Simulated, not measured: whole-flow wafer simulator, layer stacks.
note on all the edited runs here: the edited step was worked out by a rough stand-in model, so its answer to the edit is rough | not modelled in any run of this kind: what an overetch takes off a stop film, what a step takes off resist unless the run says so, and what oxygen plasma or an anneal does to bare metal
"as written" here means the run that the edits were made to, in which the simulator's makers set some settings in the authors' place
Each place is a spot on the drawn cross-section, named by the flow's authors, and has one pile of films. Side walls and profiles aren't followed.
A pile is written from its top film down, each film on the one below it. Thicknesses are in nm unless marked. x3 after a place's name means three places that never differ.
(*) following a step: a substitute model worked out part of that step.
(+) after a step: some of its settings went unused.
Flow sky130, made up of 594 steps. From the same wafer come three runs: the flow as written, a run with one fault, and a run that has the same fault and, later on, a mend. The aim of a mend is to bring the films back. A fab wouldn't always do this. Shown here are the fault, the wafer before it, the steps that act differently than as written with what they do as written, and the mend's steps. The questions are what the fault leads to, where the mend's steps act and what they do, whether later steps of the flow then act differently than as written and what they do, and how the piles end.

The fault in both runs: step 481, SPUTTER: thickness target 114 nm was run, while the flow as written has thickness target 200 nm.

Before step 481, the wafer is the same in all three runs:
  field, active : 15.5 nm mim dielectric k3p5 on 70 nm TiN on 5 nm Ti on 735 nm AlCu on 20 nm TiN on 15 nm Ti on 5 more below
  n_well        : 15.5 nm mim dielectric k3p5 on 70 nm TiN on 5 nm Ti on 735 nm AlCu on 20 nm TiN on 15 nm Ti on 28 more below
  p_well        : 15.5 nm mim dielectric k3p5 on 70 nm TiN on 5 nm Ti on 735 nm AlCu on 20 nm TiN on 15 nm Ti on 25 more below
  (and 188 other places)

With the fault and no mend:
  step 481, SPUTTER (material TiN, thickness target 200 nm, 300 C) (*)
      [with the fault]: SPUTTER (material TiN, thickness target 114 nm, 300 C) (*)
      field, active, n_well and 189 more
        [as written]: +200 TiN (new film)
        [with the fault]: +114 TiN (new film)
  Steps later in the flow that act otherwise than as written (4 more steps, not shown, differ only slightly: by at most 2% or 0.5 nm, whichever is larger):
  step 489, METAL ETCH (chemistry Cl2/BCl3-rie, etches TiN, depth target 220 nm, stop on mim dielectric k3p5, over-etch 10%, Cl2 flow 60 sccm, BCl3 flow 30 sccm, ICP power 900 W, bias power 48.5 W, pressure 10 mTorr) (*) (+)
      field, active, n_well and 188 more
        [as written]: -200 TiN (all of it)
        [with the fault]: -114 TiN (all of it)
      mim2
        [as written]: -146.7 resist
        [with the fault]: -83.6 resist
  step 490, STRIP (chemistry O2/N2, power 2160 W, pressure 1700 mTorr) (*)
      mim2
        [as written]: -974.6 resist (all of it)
        [with the fault]: -1037.7 resist (all of it)
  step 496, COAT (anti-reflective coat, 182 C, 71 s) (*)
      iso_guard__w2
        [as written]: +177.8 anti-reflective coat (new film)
        [with the fault]: +122.9 anti-reflective coat (new film)
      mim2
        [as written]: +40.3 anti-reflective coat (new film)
        [with the fault]: +30.1 anti-reflective coat (new film)
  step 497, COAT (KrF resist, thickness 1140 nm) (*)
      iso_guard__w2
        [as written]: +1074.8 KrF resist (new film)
        [with the fault]: +1111.9 KrF resist (new film)
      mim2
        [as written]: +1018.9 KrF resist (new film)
        [with the fault]: +1093.3 KrF resist (new film)
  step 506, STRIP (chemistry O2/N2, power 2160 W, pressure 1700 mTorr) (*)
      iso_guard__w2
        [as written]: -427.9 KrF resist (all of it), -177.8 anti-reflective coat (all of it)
        [with the fault]: -464.9 KrF resist (all of it), -122.9 anti-reflective coat (all of it)
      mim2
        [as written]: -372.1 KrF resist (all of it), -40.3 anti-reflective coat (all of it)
        [with the fault]: -446.3 KrF resist (all of it), -30.1 anti-reflective coat (all of it)
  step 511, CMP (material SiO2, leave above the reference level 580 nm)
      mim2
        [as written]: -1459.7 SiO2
        [with the fault]: -1373.7 SiO2
  By the end, the piles at mim2 depart from the flow's by more than 2% or 0.5 nm, whichever is larger.
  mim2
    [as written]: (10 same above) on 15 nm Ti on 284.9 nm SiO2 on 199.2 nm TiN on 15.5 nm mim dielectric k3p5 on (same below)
    [with the fault]: (10 same above) on 15 nm Ti on 370.9 nm SiO2 on 113.2 nm TiN on 15.5 nm mim dielectric k3p5 on (same below)

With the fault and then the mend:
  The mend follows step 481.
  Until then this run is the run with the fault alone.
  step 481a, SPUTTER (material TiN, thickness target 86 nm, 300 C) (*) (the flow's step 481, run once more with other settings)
      field, active, n_well and 189 more
        +86 TiN
  Later steps of the flow that are run all act as written at every place that is followed.
  The piles end the same as the flow's at every place that both follow.
